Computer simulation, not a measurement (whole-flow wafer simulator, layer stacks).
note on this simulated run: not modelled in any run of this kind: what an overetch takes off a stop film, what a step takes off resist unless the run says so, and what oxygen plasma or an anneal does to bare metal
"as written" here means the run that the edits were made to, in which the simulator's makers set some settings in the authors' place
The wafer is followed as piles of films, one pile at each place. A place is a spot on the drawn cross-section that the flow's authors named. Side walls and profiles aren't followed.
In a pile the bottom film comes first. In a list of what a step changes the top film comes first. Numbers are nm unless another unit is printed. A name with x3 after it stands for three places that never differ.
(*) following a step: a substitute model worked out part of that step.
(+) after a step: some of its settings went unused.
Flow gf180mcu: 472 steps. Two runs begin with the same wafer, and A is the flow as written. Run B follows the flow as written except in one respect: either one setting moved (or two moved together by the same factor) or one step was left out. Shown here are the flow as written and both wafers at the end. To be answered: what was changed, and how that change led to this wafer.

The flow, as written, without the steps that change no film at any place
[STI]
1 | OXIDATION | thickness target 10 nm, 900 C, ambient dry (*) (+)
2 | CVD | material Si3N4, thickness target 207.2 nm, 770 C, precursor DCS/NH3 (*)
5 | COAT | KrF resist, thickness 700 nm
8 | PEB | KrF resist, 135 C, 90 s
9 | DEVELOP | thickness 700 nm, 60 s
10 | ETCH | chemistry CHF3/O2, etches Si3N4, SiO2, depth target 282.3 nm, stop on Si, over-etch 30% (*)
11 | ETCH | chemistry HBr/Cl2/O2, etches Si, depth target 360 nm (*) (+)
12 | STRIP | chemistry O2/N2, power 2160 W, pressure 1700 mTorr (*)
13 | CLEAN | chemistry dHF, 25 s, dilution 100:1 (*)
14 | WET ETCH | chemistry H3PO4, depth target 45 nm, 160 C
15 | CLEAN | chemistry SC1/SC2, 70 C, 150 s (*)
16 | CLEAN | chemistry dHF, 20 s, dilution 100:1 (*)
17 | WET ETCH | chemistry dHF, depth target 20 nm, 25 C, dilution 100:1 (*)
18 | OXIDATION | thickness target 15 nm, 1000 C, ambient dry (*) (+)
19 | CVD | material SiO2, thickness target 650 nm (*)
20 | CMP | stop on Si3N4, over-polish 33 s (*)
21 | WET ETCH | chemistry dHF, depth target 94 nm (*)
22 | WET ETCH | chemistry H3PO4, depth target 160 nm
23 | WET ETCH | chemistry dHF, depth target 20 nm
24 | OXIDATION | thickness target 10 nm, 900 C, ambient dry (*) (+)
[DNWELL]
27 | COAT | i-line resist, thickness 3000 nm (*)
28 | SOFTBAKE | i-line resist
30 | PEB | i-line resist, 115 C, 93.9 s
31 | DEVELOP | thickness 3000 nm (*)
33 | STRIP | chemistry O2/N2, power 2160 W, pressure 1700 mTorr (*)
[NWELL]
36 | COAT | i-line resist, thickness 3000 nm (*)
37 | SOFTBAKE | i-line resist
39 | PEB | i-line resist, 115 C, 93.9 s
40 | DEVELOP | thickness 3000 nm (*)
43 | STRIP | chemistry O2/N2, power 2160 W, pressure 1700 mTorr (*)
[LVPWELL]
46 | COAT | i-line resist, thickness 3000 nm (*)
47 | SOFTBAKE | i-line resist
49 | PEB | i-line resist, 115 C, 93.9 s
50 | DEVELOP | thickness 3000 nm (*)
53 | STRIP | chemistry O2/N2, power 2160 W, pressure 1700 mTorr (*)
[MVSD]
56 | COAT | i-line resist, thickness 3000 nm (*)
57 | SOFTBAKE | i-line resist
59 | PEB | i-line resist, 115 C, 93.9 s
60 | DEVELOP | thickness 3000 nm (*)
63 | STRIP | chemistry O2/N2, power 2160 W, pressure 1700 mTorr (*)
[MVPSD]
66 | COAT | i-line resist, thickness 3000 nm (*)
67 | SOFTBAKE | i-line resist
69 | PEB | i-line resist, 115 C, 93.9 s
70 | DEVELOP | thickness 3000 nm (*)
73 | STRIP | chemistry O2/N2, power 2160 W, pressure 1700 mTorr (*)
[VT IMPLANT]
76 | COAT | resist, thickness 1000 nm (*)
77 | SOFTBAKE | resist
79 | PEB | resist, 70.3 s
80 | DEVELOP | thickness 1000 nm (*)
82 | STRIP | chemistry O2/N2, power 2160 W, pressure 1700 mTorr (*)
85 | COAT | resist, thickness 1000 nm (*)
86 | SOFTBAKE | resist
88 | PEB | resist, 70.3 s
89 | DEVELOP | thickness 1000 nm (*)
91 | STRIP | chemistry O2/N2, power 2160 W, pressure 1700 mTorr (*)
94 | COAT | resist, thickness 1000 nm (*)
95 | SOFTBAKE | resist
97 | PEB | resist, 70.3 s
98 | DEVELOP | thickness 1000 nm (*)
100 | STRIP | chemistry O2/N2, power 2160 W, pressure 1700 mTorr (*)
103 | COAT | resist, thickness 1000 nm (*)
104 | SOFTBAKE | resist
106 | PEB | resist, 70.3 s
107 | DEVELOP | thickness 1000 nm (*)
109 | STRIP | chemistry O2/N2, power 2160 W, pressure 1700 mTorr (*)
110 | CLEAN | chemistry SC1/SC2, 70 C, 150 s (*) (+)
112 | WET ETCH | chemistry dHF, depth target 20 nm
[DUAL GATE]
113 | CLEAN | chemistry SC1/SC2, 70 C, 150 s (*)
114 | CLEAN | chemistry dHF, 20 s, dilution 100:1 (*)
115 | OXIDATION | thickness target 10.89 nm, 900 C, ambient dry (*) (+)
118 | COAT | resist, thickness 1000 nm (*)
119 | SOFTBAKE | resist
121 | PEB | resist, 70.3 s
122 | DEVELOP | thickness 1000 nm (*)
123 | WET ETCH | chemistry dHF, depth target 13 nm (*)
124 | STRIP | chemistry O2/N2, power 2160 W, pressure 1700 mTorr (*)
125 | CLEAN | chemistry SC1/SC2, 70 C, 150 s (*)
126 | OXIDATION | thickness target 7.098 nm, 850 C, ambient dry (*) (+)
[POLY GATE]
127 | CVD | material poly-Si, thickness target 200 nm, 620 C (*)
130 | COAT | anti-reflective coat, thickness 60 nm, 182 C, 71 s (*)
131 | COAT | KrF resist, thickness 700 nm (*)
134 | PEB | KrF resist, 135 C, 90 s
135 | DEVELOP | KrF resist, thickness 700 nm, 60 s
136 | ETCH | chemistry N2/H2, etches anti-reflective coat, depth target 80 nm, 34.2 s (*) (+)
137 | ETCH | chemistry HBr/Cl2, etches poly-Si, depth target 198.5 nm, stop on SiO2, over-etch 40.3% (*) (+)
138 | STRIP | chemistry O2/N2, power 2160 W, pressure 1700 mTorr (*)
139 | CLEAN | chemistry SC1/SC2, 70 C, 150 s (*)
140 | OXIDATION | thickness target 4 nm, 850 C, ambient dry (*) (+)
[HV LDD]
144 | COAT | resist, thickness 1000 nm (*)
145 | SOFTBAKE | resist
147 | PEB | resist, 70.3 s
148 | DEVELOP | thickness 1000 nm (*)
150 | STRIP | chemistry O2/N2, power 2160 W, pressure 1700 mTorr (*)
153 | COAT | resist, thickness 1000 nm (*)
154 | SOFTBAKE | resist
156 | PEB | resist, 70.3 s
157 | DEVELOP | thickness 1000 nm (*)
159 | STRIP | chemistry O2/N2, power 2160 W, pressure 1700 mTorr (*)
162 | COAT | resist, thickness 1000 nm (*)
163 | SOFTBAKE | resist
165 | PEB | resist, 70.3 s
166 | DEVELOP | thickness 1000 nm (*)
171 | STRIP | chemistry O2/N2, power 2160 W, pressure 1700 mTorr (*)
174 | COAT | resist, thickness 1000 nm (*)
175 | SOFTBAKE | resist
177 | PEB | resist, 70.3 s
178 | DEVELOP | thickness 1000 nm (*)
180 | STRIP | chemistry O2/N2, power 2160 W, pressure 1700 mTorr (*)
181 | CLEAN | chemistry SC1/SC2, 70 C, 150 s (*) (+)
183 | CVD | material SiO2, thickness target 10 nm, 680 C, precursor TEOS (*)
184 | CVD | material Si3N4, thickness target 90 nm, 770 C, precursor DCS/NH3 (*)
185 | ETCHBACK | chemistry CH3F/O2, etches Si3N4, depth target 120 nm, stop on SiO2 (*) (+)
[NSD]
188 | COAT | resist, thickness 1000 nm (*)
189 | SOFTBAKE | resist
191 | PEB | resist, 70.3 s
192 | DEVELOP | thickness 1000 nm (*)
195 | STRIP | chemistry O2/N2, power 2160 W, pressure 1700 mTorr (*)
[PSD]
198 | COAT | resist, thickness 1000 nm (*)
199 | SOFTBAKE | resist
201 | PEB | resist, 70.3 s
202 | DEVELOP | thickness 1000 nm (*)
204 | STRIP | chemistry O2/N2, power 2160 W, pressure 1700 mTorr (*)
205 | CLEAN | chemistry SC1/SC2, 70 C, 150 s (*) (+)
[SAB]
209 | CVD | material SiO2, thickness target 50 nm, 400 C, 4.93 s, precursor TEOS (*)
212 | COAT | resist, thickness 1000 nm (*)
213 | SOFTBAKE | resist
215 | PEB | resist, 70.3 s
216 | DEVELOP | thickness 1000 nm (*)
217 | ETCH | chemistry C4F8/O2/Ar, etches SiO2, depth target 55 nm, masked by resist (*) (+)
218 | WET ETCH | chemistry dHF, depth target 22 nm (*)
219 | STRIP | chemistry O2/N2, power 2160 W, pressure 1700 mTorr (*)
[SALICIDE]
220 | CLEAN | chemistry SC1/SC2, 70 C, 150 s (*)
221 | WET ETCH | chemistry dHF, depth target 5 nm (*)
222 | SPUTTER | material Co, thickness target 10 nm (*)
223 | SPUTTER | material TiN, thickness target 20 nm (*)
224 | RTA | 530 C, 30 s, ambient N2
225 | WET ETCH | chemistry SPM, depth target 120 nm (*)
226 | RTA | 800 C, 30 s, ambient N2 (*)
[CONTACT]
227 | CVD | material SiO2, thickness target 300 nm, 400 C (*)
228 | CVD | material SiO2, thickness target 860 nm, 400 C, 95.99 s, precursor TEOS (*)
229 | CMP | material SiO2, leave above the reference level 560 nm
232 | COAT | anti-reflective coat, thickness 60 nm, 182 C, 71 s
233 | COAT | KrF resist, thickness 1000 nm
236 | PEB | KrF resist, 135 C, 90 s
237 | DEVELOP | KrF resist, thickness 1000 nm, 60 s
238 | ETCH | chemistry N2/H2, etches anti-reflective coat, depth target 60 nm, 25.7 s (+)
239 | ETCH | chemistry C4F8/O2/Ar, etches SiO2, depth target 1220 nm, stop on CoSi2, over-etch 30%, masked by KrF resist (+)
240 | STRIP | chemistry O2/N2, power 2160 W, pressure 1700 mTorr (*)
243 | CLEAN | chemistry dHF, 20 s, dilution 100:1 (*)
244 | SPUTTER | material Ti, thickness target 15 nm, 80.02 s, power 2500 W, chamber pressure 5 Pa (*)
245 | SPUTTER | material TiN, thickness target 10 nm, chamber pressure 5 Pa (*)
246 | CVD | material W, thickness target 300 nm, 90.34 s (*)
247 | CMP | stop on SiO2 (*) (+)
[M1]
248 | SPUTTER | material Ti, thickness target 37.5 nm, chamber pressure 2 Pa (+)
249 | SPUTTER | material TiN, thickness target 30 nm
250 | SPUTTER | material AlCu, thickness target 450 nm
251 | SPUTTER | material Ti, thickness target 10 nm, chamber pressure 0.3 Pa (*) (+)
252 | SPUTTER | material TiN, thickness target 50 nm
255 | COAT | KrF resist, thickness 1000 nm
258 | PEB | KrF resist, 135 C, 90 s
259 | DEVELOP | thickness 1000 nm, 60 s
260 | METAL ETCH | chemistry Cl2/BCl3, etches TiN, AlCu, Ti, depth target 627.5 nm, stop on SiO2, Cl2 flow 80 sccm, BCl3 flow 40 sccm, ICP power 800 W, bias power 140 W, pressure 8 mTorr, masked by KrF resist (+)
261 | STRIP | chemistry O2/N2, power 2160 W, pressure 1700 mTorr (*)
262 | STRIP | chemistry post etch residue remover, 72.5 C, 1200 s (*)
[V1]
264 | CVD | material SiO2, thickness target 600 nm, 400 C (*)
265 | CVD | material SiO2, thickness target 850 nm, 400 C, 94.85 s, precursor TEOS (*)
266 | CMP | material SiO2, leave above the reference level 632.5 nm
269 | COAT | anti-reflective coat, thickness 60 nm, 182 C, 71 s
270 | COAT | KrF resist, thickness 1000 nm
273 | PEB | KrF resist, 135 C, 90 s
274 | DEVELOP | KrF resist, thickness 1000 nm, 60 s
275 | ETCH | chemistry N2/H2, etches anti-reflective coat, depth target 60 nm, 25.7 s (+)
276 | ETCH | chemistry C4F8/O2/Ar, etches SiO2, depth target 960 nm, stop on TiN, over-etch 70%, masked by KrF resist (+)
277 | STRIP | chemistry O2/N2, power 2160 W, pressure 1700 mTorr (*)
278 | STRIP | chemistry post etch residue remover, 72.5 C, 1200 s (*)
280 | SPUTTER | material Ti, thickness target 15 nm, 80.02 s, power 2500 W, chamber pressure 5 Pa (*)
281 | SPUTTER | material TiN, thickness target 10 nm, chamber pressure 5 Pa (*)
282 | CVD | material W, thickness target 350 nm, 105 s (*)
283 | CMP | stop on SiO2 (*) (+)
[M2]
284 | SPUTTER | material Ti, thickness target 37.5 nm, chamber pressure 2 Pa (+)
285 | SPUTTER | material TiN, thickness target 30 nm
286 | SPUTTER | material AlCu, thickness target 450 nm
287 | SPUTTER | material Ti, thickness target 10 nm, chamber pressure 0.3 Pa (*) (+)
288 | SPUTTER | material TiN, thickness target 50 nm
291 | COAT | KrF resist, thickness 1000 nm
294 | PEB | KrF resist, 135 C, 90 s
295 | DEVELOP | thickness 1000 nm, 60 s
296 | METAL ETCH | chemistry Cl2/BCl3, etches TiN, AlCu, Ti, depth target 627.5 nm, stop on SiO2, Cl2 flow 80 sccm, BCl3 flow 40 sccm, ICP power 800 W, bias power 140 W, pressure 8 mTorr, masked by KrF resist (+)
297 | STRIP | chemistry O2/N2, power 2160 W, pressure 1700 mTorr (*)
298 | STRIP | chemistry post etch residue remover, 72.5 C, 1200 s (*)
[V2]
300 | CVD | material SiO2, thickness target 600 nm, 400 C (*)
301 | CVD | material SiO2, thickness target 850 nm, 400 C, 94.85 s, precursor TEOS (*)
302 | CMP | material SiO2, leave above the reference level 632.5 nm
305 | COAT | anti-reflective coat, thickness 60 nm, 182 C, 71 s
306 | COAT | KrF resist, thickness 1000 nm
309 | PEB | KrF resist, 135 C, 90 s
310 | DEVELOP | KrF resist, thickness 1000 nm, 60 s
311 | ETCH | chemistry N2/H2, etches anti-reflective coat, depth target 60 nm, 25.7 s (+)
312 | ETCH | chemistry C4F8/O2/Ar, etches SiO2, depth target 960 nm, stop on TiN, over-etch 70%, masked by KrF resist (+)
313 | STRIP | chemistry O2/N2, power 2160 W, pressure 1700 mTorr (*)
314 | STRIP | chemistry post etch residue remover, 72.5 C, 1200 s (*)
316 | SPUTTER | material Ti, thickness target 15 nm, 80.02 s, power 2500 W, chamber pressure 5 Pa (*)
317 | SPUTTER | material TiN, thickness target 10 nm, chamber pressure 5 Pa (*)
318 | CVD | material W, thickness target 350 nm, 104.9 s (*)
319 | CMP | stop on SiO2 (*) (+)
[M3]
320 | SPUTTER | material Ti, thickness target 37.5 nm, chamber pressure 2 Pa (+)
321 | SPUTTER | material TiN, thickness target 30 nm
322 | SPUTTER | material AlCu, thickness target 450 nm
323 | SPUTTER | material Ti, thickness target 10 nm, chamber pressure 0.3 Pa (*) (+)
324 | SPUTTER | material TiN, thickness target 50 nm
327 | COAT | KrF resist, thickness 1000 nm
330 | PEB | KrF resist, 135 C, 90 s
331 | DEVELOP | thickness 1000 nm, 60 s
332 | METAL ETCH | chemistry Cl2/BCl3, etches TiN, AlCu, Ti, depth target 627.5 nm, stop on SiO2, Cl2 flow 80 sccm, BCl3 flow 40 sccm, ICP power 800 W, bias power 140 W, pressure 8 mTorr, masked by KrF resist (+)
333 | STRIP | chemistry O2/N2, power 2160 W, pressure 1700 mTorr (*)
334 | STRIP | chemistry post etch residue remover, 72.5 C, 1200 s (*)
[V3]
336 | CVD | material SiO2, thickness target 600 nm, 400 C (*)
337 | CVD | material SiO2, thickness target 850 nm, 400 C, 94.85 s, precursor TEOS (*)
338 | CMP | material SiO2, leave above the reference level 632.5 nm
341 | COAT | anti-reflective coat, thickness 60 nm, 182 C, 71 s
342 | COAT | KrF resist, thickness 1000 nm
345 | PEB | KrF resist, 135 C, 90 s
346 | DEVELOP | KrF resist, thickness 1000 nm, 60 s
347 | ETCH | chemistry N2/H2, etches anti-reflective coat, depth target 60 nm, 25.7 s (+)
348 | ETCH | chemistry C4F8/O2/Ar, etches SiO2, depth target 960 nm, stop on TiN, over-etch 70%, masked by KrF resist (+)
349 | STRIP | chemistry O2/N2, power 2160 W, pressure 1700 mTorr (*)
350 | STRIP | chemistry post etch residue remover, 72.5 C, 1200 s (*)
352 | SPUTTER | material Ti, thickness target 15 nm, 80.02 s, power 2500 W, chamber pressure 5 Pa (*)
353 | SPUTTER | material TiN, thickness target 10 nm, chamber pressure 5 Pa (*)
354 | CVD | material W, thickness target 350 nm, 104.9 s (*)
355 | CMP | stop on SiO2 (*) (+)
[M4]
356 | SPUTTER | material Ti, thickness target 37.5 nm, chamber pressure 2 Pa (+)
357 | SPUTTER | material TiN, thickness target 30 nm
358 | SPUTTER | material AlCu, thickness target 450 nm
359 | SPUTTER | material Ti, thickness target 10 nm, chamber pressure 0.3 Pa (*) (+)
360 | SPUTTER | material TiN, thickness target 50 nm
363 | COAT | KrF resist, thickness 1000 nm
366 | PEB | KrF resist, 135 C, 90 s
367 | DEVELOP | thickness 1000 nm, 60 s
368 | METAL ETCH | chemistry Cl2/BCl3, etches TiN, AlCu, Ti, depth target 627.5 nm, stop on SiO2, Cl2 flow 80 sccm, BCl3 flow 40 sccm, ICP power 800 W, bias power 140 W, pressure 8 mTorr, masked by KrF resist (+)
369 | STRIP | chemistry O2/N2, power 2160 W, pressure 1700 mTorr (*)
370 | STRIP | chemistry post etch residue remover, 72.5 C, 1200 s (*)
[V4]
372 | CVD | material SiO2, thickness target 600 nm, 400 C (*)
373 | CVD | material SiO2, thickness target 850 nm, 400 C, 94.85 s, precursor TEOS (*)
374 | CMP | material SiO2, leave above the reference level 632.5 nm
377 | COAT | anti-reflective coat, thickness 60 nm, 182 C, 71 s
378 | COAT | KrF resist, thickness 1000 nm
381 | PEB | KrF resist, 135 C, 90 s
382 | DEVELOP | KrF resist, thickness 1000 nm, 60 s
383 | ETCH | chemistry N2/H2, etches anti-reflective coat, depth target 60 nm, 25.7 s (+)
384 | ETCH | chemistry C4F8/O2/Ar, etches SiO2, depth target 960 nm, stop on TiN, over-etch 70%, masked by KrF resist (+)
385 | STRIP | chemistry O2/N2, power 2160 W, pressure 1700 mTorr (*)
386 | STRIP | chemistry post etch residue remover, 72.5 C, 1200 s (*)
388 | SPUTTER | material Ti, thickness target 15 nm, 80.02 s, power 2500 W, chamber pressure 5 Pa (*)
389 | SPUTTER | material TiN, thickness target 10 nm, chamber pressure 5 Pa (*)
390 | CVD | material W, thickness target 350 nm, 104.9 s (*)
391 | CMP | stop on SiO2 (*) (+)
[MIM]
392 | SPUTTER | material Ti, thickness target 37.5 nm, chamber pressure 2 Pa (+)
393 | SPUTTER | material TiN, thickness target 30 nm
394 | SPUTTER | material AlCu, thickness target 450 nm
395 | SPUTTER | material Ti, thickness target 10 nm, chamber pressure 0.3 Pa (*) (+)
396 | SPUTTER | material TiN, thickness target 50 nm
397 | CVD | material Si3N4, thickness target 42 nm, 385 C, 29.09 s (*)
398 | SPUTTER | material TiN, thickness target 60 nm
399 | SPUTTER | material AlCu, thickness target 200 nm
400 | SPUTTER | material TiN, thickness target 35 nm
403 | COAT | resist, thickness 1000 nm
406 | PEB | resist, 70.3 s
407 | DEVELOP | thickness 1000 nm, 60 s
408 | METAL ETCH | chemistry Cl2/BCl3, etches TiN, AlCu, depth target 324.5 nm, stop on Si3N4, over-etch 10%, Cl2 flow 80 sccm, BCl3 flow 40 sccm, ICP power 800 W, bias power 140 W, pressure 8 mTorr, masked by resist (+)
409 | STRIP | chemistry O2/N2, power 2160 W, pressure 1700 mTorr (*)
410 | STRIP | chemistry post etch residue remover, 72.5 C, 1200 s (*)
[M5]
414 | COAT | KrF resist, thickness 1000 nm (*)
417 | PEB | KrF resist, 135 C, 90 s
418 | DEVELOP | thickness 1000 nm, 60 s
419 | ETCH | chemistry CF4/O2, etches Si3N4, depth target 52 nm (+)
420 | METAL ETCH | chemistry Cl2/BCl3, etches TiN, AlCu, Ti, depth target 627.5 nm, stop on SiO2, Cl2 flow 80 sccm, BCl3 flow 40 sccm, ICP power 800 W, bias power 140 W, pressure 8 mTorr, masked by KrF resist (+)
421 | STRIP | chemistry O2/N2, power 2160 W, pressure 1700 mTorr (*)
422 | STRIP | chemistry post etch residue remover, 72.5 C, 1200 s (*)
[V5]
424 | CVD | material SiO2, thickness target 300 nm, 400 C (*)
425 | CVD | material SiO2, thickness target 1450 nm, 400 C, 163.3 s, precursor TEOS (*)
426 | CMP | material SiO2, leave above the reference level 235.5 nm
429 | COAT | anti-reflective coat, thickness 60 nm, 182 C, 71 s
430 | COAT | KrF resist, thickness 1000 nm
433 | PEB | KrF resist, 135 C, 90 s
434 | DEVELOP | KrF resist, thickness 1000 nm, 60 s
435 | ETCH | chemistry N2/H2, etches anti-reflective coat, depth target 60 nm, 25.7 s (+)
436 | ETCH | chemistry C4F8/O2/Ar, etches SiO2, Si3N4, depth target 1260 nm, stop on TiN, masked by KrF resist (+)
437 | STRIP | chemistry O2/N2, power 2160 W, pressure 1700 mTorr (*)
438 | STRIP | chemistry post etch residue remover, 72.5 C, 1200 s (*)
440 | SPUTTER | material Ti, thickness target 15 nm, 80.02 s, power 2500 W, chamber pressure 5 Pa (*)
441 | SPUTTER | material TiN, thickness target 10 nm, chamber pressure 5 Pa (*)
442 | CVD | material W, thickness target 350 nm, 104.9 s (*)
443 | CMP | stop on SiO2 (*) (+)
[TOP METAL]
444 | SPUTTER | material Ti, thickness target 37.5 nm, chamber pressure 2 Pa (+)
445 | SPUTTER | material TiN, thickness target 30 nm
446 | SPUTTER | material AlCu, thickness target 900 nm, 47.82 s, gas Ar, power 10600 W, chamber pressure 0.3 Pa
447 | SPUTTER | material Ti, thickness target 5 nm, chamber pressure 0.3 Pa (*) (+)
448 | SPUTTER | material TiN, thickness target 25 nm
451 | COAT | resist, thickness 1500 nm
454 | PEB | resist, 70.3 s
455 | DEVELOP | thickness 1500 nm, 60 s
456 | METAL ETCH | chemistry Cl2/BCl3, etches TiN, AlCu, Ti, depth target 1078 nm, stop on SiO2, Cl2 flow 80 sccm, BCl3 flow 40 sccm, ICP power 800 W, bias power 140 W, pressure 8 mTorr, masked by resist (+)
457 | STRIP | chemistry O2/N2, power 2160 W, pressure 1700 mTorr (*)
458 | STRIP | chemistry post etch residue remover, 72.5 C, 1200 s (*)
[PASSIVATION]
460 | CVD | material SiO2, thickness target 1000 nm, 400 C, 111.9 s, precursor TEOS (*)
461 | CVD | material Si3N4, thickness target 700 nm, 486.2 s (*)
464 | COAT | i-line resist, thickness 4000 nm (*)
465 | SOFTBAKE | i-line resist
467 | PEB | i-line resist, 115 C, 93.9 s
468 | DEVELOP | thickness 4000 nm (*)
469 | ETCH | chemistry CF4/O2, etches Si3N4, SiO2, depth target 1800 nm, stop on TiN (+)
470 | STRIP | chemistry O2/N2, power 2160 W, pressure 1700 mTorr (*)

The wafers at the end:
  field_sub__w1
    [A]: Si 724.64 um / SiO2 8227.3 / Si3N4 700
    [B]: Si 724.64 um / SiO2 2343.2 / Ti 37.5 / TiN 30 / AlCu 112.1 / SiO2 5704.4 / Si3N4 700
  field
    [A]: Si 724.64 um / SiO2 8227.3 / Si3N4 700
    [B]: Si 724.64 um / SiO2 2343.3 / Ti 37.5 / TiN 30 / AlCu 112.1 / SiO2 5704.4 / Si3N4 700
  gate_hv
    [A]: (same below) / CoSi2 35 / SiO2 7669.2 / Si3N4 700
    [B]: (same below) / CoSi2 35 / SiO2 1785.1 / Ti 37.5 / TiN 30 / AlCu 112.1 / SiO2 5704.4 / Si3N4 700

What caused this: step 296, METAL ETCH: depth target 392.2 nm was run, while the flow as written has depth target 627.5 nm.

How this came from the change, step by step:
  296 | METAL ETCH | chemistry Cl2/BCl3, etches TiN, AlCu, Ti, depth target 627.5 nm, stop on SiO2, Cl2 flow 80 sccm, BCl3 flow 40 sccm, ICP power 800 W, bias power 140 W, pressure 8 mTorr, masked by KrF resist (+)
      field, field__w1, field__w2 and 103 more: A TiN loses 50 (all of it), Ti loses 10 (all of it), AlCu loses 450 (all of it), TiN loses 30 (all of it), Ti loses 37.5 (all of it) | B TiN loses 50 (all of it), Ti loses 10 (all of it), AlCu loses 332.2
      field__w8, contact, m1, m1__w1, m1_nw: A KrF resist loses 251 | B KrF resist loses 156.9
  297 | STRIP | chemistry O2/N2, power 2160 W, pressure 1700 mTorr (*)
      field__w8, contact, m1, m1__w1, m1_nw: A KrF resist loses 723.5 (all of it) | B KrF resist loses 817.6 (all of it)
  298 | STRIP | chemistry post etch residue remover, 72.5 C, 1200 s (*)
      field, field__w1, field__w2 and 103 more: A nothing | B AlCu loses 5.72
  300 | CVD | material SiO2, thickness target 600 nm, 400 C (*)
      field, field__w1, field__w2 and 103 more: A SiO2 gains 600 | B SiO2 gains 600 (new film)
  302 | CMP | material SiO2, leave above the reference level 632.5 nm
      field, field__w1, field__w2 and 103 more: A SiO2 loses 300 | B SiO2 loses 479.6
With metal films that touch counted as one body, field_sub__w1 has 1 body; the flow as written gives 0 bodies.
With metal films that touch counted as one body, field has 1 body; the flow as written gives 0 bodies.
With metal films that touch counted as one body, gate_hv has 2 bodies (between them, from the top down: SiO2 1785.1); the flow as written gives 1 body.
